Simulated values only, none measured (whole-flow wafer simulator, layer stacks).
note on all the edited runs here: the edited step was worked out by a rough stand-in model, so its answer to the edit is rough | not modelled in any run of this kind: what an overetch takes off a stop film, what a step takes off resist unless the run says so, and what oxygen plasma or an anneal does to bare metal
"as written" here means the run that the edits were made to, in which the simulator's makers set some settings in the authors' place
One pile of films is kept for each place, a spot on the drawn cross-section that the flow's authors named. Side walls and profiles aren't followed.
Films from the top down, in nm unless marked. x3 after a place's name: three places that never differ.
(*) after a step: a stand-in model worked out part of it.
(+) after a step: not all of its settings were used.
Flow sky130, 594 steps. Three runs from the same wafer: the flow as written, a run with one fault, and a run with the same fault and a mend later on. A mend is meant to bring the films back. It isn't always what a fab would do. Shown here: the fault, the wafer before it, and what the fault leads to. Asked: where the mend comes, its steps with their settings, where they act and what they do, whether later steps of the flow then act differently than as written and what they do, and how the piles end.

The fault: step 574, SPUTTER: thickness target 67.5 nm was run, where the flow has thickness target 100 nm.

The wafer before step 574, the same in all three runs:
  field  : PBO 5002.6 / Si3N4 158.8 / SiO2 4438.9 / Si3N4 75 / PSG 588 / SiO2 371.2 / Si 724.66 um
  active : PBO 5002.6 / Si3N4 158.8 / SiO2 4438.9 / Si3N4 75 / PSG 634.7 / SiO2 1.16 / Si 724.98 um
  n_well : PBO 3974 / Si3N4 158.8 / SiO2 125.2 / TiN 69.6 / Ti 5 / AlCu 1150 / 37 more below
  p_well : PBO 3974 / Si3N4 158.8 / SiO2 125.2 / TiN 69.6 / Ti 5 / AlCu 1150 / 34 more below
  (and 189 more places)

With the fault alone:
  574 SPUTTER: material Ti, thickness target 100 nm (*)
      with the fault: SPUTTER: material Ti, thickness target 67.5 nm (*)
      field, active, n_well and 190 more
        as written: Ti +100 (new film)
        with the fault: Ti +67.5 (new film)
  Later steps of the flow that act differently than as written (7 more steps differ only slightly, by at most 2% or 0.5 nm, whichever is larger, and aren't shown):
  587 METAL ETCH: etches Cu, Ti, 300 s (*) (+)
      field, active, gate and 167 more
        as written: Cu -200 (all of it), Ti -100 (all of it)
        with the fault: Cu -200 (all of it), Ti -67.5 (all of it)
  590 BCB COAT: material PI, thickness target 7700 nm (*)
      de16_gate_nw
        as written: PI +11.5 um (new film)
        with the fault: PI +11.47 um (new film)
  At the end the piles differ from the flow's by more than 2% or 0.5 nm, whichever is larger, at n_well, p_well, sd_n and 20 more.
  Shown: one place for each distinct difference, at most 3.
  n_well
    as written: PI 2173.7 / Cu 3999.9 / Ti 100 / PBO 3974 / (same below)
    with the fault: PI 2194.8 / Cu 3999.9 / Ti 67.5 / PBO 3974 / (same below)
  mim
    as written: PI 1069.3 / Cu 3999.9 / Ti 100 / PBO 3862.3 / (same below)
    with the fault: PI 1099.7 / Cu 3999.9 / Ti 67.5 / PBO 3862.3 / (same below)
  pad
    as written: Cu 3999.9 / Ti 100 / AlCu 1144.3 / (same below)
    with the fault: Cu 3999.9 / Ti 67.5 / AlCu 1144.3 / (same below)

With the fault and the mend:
  The mend comes after step 574.
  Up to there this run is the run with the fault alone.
  574a SPUTTER: material Ti, thickness target 32.5 nm (*) (the flow's step 574 once more, with other settings)
      field, active, n_well and 190 more
        Ti +32.5
  No later step of the flow acts differently than as written at any place that is followed.
  At the end the piles are the same as the flow's at every place that both follow.
